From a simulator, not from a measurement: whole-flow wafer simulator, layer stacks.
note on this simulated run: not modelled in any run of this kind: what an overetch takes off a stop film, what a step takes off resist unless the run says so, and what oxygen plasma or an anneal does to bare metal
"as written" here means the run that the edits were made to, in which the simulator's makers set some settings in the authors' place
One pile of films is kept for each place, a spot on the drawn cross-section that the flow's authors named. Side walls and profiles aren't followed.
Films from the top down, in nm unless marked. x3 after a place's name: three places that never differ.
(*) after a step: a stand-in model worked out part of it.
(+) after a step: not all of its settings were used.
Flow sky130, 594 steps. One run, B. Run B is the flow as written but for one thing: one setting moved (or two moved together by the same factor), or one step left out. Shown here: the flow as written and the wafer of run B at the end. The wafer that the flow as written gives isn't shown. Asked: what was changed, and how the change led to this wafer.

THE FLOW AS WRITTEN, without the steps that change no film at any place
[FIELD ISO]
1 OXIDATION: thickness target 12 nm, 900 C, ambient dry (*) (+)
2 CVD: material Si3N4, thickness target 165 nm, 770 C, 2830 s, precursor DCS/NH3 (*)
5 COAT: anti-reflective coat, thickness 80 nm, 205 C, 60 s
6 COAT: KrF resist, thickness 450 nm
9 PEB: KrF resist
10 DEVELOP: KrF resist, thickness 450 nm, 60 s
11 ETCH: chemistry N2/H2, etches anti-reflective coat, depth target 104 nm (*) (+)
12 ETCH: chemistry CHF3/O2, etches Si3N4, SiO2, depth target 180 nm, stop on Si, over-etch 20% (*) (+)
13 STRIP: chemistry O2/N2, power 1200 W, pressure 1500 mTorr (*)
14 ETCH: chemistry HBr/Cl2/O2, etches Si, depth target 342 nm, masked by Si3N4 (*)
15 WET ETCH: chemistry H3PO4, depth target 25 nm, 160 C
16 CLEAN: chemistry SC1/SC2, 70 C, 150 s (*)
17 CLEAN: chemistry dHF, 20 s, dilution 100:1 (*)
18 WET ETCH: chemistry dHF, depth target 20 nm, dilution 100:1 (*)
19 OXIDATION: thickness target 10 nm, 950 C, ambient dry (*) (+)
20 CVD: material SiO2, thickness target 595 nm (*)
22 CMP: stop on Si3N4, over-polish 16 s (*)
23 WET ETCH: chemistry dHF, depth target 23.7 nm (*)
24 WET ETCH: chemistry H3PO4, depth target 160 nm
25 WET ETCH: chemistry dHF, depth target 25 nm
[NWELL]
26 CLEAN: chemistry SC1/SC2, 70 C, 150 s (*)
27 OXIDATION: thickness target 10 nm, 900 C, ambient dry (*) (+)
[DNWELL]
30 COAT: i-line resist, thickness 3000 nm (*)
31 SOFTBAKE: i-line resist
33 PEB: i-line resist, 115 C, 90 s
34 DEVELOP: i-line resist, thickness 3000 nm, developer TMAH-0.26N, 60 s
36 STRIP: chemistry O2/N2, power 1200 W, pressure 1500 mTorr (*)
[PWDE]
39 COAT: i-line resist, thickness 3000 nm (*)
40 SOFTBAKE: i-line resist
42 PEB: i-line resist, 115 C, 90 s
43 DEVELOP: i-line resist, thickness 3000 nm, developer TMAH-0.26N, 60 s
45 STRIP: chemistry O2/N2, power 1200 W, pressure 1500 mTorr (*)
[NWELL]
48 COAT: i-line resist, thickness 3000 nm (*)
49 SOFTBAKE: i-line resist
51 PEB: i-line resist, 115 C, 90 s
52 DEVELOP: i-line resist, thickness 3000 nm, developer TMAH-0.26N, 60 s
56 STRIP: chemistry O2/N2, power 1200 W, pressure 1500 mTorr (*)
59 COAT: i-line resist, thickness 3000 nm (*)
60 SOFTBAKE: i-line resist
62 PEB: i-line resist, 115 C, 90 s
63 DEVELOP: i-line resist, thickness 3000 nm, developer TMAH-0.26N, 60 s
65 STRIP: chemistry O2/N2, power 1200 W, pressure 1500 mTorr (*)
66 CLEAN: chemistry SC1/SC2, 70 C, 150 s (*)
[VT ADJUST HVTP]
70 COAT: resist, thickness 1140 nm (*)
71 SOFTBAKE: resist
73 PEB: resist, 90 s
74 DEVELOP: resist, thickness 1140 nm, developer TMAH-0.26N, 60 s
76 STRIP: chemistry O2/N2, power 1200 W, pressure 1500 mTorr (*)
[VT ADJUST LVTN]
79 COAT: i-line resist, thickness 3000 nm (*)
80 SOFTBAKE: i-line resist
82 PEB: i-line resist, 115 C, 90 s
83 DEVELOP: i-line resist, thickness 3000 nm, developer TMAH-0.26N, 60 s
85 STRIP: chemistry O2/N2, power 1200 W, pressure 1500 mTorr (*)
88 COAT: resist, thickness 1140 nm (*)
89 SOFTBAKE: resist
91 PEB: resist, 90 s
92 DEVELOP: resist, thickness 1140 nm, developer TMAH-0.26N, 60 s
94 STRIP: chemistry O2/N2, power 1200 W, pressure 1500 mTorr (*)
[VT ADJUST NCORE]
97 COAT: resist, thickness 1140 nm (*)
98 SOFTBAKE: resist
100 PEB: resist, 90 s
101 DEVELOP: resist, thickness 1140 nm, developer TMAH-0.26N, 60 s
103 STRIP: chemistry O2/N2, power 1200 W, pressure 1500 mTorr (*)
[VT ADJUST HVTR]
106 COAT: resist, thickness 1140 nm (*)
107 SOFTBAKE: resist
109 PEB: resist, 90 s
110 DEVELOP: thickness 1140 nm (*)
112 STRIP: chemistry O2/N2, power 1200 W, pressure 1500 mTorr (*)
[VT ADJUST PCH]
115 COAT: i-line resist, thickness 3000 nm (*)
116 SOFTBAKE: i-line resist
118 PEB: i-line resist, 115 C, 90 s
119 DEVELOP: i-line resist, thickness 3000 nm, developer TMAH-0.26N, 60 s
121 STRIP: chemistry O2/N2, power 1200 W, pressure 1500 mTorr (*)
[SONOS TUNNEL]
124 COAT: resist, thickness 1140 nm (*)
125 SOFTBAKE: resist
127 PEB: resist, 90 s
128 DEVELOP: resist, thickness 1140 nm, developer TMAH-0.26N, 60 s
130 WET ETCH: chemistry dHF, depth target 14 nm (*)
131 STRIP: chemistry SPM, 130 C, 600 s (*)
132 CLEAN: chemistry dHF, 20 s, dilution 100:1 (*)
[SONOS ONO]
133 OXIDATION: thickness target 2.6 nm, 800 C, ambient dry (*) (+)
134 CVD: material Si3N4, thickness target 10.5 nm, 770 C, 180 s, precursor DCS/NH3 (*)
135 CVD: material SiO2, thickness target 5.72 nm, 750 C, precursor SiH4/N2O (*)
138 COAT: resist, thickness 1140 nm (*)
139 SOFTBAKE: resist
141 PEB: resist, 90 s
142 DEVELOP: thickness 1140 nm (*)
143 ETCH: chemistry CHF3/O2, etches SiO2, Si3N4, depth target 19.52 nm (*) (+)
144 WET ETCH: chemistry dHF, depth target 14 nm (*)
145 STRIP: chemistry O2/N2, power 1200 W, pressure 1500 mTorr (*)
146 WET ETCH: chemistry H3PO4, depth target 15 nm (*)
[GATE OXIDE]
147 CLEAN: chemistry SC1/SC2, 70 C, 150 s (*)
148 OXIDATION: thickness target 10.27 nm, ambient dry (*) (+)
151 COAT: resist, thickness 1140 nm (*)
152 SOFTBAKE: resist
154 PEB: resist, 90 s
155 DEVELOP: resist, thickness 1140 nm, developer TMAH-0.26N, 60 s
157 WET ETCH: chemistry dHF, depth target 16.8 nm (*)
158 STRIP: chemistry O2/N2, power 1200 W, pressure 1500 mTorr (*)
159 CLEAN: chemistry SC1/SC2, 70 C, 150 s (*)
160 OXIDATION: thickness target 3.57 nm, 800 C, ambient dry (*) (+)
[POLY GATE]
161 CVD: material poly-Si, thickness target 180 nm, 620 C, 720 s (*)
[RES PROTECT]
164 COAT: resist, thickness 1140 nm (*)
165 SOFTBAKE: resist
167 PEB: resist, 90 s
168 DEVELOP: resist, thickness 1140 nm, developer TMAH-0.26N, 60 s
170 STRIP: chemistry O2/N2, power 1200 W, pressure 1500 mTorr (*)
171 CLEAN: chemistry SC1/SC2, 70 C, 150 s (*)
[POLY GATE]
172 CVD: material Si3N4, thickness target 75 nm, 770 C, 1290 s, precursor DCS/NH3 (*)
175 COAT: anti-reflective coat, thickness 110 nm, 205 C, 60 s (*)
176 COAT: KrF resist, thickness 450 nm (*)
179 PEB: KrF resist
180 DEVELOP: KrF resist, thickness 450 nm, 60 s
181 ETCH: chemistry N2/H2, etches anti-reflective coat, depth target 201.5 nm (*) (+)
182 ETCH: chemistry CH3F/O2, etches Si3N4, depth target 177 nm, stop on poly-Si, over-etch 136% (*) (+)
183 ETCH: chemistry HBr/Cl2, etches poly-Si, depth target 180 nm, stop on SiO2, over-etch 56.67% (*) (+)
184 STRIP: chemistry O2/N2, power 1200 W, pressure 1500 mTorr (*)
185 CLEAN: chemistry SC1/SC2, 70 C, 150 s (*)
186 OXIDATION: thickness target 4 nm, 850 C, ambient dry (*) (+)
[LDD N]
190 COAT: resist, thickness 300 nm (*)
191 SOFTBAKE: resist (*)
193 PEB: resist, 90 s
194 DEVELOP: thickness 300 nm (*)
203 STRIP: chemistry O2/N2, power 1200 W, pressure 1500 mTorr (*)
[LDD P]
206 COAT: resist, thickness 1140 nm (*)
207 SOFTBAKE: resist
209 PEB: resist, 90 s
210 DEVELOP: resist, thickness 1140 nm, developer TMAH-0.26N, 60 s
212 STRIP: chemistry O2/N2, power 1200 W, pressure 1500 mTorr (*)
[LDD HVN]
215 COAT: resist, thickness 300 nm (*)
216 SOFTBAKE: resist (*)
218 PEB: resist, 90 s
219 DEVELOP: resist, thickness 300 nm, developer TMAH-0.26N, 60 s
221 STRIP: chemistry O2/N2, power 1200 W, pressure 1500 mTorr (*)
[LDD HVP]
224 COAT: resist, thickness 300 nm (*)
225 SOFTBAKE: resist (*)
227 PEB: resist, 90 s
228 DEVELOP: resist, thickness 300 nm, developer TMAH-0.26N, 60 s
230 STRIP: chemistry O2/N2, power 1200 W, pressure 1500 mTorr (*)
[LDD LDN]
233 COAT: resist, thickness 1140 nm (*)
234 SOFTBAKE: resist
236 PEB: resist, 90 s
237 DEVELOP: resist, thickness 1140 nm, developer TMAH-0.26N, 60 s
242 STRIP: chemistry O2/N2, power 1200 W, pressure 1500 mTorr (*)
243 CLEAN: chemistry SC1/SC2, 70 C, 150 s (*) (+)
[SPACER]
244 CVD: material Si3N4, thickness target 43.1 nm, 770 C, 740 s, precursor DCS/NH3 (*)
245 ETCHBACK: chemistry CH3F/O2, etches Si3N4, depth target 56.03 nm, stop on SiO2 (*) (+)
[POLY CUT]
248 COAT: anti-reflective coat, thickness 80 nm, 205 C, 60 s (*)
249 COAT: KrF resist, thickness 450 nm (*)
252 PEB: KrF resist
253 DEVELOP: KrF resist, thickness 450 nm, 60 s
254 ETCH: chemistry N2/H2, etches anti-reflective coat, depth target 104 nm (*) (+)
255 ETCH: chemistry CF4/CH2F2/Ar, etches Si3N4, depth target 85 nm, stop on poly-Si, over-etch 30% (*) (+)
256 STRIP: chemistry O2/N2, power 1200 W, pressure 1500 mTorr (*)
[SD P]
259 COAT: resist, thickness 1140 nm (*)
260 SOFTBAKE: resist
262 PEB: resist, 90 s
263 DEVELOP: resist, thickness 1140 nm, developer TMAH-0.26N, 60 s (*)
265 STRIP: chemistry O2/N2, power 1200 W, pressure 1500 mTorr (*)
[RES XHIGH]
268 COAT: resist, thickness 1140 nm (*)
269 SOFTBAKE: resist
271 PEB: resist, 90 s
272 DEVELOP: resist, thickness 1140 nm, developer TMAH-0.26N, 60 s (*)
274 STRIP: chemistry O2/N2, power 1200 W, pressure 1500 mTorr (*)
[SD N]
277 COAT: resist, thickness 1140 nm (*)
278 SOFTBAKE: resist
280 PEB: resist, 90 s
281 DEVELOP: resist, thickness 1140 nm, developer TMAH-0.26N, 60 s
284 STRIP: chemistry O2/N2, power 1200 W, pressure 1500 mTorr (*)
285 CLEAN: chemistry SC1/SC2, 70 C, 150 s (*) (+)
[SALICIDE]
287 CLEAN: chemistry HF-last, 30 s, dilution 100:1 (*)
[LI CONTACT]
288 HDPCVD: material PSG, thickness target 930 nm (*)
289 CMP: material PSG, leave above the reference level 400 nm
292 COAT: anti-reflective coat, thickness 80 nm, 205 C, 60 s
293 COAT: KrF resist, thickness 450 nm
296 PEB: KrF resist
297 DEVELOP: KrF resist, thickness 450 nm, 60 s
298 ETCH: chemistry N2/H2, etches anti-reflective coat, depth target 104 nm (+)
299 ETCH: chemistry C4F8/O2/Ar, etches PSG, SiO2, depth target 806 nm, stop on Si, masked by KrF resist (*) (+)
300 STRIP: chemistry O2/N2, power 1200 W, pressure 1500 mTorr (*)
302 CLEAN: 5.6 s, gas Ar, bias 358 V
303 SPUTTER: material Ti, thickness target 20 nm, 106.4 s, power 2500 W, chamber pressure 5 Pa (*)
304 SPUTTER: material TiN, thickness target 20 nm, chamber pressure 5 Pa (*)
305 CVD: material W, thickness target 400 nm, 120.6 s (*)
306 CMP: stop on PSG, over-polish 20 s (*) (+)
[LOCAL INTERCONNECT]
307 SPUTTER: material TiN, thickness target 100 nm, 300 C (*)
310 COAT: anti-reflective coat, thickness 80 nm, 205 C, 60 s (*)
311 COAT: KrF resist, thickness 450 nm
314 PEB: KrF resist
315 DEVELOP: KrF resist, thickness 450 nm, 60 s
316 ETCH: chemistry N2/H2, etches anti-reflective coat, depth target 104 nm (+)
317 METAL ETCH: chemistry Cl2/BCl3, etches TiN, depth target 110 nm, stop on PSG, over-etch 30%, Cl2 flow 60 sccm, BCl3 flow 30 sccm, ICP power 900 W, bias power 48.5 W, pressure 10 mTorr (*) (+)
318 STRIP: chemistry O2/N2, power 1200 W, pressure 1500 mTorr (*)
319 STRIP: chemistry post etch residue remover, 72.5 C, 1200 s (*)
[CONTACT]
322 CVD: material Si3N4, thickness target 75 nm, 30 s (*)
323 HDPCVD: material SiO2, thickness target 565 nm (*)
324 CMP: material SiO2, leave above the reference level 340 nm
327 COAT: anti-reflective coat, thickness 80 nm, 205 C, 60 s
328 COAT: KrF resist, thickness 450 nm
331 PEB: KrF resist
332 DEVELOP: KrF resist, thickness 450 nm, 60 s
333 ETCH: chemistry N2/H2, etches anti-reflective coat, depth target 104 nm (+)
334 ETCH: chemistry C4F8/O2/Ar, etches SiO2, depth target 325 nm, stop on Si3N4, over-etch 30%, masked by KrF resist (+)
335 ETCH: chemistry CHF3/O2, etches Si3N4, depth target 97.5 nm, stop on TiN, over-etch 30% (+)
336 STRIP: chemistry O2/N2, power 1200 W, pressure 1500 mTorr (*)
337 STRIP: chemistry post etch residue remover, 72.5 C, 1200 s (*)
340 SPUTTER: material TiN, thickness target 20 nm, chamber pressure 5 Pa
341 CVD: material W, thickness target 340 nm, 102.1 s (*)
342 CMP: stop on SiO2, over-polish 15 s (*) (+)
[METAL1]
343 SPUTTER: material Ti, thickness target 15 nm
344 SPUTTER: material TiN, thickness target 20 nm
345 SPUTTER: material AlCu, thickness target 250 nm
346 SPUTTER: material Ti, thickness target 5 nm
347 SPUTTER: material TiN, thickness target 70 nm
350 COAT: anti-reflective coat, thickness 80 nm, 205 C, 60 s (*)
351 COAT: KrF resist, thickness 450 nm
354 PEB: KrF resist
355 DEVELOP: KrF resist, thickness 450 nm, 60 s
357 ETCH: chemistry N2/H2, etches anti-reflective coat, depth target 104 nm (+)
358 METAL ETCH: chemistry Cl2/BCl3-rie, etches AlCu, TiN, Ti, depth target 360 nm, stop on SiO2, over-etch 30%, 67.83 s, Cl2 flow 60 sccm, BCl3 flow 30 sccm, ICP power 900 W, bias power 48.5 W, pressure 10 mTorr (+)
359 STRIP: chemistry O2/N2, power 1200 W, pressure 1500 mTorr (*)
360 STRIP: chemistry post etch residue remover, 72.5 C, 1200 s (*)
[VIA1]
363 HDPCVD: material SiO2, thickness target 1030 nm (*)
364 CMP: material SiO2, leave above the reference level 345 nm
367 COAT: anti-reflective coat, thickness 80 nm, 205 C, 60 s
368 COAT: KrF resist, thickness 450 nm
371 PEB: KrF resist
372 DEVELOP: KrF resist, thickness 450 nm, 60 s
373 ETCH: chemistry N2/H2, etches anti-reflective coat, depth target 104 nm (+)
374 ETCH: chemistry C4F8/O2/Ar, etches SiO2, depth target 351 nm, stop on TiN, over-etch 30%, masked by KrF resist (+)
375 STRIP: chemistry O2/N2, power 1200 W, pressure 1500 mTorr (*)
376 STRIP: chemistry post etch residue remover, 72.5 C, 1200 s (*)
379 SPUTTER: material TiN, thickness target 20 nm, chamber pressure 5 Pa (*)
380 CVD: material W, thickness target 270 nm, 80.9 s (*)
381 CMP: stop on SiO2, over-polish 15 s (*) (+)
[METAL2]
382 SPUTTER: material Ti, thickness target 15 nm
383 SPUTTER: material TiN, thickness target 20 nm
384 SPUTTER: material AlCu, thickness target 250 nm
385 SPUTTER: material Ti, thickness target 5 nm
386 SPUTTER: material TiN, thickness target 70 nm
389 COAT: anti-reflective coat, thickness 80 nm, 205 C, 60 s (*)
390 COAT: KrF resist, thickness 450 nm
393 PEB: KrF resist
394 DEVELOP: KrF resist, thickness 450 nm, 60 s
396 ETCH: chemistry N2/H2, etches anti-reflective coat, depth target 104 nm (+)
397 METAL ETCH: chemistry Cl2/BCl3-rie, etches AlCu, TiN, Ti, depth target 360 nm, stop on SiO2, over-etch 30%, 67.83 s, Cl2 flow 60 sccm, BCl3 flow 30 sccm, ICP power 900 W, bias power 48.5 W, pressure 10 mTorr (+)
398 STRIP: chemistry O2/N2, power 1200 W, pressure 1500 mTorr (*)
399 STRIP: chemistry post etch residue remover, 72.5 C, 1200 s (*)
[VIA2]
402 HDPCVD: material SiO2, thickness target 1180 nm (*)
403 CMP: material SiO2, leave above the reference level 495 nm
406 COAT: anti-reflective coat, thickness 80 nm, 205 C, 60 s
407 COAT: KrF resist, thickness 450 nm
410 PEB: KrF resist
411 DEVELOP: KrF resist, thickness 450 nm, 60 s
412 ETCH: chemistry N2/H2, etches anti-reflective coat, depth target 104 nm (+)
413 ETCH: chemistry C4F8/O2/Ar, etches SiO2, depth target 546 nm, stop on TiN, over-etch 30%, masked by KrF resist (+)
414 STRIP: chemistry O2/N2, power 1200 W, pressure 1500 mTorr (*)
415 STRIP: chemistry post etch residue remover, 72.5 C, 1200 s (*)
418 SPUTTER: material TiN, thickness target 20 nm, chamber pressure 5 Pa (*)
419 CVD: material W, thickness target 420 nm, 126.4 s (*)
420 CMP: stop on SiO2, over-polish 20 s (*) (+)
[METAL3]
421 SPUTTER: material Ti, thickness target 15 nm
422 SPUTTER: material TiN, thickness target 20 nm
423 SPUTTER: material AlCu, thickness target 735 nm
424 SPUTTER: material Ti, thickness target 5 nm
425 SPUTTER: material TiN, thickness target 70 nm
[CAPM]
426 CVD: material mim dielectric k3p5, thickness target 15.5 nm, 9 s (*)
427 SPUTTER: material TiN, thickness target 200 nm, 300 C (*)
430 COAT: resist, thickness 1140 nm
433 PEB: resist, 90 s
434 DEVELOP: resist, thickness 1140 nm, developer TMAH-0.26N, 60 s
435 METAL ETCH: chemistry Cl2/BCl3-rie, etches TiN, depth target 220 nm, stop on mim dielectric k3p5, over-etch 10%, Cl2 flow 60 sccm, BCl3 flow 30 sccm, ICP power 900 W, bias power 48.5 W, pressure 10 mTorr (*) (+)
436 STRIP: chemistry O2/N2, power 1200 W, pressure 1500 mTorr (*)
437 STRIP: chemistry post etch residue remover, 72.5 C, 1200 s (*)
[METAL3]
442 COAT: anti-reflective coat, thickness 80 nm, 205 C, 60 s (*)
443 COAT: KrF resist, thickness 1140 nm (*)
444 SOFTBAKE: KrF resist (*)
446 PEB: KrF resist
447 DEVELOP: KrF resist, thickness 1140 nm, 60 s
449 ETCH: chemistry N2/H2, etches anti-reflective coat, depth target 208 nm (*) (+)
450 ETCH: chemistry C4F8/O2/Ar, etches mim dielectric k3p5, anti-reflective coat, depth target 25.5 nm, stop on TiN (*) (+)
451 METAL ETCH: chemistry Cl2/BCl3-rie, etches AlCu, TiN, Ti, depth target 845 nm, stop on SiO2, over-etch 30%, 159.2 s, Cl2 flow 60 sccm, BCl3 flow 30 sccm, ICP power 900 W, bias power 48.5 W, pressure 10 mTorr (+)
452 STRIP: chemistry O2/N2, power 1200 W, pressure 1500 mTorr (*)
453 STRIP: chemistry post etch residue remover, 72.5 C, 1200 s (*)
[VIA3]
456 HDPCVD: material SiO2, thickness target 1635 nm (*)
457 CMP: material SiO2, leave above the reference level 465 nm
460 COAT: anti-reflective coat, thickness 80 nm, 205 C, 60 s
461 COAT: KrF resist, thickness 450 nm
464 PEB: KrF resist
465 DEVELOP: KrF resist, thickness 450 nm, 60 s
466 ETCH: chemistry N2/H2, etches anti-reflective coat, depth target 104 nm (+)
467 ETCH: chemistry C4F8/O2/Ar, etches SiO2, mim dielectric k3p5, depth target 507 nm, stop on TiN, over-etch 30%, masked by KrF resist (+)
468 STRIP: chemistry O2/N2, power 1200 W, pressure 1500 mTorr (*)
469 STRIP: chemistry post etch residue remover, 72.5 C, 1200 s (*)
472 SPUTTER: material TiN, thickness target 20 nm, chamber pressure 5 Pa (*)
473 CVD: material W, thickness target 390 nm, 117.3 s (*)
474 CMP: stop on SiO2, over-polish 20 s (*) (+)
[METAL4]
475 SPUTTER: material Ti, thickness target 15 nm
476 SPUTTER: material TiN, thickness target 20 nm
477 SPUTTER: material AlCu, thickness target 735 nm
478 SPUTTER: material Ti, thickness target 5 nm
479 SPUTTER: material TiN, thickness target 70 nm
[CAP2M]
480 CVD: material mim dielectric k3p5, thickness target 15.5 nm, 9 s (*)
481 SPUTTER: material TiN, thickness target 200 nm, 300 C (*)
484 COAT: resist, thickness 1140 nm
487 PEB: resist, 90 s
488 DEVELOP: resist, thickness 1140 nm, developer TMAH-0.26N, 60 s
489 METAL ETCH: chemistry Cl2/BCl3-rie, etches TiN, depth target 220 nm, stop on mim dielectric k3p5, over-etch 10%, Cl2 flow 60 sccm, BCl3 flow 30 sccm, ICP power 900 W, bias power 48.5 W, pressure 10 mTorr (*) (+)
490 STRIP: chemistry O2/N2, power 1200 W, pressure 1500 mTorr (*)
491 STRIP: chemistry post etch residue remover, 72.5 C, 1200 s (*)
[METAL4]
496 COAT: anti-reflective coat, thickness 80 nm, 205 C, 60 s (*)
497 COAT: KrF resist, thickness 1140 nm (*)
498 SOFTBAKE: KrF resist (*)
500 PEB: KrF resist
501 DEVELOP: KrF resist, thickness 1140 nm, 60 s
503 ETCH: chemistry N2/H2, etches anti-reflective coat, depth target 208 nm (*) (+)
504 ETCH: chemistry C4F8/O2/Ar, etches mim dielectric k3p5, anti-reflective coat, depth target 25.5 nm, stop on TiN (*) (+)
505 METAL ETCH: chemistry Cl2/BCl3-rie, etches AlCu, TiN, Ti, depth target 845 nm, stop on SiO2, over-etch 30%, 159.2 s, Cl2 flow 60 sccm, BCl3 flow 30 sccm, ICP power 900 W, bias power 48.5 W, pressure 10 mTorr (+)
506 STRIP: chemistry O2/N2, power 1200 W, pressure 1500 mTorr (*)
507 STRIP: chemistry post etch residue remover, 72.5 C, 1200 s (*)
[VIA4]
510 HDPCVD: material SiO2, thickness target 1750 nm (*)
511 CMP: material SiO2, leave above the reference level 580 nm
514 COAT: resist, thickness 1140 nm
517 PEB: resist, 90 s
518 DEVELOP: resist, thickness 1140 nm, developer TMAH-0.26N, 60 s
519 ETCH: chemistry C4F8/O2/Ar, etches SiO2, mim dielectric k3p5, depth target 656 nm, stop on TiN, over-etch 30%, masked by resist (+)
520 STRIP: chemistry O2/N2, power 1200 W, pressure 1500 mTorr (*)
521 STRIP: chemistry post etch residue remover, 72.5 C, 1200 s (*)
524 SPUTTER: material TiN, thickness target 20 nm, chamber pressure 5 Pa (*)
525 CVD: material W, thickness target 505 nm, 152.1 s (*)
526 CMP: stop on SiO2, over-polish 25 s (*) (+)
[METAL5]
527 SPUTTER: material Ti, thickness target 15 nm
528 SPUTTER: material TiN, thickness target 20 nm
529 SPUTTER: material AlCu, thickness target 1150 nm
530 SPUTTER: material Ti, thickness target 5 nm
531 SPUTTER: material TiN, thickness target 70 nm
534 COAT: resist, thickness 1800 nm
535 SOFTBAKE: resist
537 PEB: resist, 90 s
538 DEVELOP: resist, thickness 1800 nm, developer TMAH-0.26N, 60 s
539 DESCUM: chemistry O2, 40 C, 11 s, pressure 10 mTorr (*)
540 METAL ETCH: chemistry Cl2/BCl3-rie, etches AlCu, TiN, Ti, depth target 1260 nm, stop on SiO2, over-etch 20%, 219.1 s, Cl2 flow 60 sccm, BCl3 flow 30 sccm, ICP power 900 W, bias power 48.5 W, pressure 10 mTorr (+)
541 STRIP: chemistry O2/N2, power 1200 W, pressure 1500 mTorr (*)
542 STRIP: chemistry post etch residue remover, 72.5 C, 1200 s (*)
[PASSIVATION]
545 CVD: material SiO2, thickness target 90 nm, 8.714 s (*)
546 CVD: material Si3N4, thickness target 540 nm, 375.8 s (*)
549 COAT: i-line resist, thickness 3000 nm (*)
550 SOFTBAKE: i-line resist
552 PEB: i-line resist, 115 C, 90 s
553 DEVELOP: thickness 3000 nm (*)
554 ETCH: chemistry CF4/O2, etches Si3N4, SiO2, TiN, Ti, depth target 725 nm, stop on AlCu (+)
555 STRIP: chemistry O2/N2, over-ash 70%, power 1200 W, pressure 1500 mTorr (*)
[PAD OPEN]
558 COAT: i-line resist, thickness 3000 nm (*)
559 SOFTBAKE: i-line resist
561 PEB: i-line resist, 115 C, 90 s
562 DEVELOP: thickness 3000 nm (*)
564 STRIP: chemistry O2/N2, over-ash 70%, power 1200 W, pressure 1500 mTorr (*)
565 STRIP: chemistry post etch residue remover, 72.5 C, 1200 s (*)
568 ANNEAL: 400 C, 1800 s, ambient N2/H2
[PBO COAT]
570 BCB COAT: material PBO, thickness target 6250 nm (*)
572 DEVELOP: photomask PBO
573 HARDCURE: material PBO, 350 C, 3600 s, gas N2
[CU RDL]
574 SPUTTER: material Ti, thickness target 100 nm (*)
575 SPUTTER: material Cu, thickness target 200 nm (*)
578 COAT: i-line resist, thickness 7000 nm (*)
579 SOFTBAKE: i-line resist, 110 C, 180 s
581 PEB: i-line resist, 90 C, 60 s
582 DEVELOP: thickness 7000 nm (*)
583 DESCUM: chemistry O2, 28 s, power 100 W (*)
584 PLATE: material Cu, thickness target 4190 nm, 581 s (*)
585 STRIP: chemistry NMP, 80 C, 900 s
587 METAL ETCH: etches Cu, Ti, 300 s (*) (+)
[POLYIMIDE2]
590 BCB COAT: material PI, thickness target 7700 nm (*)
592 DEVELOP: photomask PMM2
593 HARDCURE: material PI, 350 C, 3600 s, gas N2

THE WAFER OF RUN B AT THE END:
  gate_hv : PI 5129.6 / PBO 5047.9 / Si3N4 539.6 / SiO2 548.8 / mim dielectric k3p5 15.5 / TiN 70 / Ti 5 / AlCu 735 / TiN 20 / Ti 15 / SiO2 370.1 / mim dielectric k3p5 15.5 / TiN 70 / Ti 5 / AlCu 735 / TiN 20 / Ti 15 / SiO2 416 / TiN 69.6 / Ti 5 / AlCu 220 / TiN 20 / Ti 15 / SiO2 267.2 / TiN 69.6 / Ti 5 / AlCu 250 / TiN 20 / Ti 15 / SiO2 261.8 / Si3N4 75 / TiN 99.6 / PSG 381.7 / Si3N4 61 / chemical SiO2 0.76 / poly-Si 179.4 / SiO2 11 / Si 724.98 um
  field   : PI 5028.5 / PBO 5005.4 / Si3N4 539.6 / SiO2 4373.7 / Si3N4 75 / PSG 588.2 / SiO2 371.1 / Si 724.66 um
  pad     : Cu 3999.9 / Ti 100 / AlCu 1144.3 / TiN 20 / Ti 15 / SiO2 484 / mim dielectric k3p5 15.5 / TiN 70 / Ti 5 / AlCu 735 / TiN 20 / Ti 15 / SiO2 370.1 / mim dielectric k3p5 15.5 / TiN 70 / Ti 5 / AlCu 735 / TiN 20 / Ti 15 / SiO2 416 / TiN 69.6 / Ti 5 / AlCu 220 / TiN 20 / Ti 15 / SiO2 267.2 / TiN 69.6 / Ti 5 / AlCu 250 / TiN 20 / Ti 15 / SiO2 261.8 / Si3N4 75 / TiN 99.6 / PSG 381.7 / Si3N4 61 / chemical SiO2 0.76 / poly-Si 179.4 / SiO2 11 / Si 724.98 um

The cause: step 384, SPUTTER: thickness target 220 nm was run, where the flow has thickness target 250 nm.
It can be read off the wafer: gate_hv has AlCu 220, and step 384 as written asks for 250 nm.

How the change led to this, step by step:
  384 SPUTTER: material AlCu, thickness target 250 nm
      field, active, n_well and 188 more: AlCu +220 (new film) (as written it would be: AlCu +250 (new film))
  397 METAL ETCH: chemistry Cl2/BCl3-rie, etches AlCu, TiN, Ti, depth target 360 nm, stop on SiO2, over-etch 30%, 67.83 s, Cl2 flow 60 sccm, BCl3 flow 30 sccm, ICP power 900 W, bias power 48.5 W, pressure 10 mTorr (+)
      field, active, gate and 82 more: TiN -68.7 (all of it), Ti -5 (all of it), AlCu -220 (all of it), TiN -20 (all of it), Ti -15 (all of it), SiO2 -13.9 (as written it would be: TiN -68.7 (all of it), Ti -5 (all of it), AlCu -250 (all of it), TiN -20 (all of it), Ti -15 (all of it), SiO2 -10.9)
  403 CMP: material SiO2, leave above the reference level 495 nm
      field, active, gate and 82 more: SiO2 -416.1 (as written it would be: SiO2 -389.1)
